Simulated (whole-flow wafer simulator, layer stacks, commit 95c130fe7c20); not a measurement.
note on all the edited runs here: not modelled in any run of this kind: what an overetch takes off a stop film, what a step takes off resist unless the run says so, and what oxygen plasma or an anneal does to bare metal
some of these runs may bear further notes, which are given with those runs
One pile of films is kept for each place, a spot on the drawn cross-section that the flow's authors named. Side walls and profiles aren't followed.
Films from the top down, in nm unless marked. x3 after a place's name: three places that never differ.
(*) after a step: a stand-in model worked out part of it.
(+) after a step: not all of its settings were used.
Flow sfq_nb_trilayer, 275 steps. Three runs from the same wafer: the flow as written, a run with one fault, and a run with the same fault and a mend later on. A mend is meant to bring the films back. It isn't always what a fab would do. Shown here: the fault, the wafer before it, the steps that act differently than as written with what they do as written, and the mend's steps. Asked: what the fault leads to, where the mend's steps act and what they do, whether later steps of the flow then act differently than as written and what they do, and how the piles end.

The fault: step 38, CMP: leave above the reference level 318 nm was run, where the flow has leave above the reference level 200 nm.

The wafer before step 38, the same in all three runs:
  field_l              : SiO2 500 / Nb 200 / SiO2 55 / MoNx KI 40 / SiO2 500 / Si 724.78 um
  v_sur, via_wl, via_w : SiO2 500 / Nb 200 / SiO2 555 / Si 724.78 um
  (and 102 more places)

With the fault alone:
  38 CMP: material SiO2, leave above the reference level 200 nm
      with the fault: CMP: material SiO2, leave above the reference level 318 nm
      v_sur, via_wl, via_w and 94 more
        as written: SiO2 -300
        with the fault: SiO2 -182
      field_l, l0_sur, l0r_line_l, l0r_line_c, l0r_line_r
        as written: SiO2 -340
        with the fault: SiO2 -222
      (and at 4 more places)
  Later steps of the flow that act differently than as written (4 more steps differ only slightly, by at most 2% or 0.5 nm, whichever is larger, and aren't shown):
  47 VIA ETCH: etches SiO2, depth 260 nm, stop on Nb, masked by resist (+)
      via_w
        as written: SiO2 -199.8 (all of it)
        with the fault: SiO2 -260
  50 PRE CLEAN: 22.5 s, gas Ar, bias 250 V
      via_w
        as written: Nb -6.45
        with the fault: SiO2 -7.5
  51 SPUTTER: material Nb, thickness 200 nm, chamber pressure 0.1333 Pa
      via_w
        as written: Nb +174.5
        with the fault: Nb +163.1 (new film)
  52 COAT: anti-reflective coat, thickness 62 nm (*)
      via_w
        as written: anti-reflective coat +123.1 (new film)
        with the fault: anti-reflective coat +136.1 (new film)
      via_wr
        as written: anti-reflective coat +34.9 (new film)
        with the fault: anti-reflective coat +33.2 (new film)
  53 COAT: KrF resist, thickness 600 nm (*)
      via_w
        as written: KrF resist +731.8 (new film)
        with the fault: KrF resist +781.6 (new film)
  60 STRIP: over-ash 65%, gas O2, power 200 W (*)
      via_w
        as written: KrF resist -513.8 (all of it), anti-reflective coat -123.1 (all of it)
        with the fault: KrF resist -563.6 (all of it), anti-reflective coat -136.1 (all of it)
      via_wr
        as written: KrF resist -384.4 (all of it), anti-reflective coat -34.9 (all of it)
        with the fault: KrF resist -378.6 (all of it), anti-reflective coat -33.2 (all of it)
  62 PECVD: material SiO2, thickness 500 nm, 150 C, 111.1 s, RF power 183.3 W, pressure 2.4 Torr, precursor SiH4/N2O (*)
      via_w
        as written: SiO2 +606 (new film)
        with the fault: SiO2 +678.7 (new film)
  At the end the piles differ from the flow's by more than 2% or 0.5 nm, whichever is larger, at field_l, v_sur, via_wl and 103 more.
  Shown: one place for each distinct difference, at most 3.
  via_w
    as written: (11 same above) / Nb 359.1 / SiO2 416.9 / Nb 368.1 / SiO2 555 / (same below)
    with the fault: (11 same above) / Nb 359.1 / SiO2 489.6 / Nb 163.1 / SiO2 50.3 / Nb 200 / SiO2 555 / (same below)
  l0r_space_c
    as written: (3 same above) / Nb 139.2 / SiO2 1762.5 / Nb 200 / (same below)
    with the fault: (3 same above) / Nb 139.2 / SiO2 1880.5 / Nb 200 / (same below)
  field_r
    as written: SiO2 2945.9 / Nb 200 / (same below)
    with the fault: SiO2 3063.9 / Nb 200 / (same below)

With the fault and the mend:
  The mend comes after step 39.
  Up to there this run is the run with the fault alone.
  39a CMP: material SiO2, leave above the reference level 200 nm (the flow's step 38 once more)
      field_l, v_sur, via_wl and 103 more
        SiO2 -118
  No later step of the flow acts differently than as written at any place that is followed.
  At the end the piles are the same as the flow's at every place that both follow.
